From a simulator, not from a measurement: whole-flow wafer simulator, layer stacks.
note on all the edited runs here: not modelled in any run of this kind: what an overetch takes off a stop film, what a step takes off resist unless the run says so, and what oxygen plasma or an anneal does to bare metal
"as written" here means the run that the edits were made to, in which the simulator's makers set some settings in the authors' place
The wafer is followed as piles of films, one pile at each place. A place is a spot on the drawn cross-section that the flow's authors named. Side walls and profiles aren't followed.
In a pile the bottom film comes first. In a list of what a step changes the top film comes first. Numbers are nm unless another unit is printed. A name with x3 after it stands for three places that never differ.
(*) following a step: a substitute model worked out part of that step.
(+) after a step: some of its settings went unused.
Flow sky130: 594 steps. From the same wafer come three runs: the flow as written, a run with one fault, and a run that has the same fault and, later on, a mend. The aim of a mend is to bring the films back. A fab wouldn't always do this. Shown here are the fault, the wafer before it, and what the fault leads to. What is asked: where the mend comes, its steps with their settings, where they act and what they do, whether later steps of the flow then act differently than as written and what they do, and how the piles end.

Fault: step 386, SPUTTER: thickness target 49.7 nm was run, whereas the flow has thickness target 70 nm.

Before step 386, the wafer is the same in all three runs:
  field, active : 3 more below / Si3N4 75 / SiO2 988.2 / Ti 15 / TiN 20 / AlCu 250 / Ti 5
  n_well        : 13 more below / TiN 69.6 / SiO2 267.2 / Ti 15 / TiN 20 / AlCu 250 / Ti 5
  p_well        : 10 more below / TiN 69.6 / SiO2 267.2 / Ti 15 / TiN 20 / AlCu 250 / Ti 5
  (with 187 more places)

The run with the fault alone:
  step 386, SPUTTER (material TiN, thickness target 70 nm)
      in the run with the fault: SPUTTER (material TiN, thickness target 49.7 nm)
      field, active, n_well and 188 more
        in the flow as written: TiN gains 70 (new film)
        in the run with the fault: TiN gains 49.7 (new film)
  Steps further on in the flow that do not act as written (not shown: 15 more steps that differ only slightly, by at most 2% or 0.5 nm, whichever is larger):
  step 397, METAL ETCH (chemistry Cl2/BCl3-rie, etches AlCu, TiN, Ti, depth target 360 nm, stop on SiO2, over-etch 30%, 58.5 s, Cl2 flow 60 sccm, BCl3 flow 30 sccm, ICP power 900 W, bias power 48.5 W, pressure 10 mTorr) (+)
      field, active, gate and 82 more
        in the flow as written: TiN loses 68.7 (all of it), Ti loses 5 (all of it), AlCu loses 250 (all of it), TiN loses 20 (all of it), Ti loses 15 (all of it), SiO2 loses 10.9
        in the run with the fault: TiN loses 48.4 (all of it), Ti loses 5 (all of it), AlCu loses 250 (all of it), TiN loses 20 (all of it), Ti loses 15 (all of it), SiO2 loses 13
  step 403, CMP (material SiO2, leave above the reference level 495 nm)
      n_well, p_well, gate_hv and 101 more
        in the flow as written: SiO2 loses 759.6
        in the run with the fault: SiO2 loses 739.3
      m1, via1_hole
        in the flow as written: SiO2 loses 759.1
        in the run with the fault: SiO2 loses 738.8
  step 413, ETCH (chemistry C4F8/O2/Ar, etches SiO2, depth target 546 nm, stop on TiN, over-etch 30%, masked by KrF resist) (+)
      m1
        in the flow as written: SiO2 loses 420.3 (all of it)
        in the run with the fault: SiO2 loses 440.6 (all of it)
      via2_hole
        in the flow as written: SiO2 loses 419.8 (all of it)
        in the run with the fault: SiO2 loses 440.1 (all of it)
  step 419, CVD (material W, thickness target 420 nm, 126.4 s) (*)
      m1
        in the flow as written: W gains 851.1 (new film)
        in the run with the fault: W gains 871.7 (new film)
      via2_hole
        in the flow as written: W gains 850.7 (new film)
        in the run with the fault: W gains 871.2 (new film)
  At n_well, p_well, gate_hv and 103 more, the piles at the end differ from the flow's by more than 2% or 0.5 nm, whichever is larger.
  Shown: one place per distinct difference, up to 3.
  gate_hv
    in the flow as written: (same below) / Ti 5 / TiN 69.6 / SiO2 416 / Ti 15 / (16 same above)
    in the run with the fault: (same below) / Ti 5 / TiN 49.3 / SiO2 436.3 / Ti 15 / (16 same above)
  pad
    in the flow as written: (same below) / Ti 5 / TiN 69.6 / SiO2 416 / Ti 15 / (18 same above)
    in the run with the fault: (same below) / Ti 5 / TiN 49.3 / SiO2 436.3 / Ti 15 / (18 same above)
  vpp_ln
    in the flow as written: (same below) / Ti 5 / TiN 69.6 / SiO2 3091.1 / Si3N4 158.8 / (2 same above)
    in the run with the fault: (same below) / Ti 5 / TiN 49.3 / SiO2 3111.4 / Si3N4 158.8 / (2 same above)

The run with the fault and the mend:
  After step 386 comes the mend.
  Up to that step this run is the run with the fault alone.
  step 386a, SPUTTER (material TiN, thickness target 20.3 nm) (the flow's step 386 again, with other settings)
      field, active, n_well and 188 more
        TiN gains 20.3
  None of the later steps of the flow acts differently than as written at any place that is followed.
  By the end, the piles equal the flow's at every place that both follow.
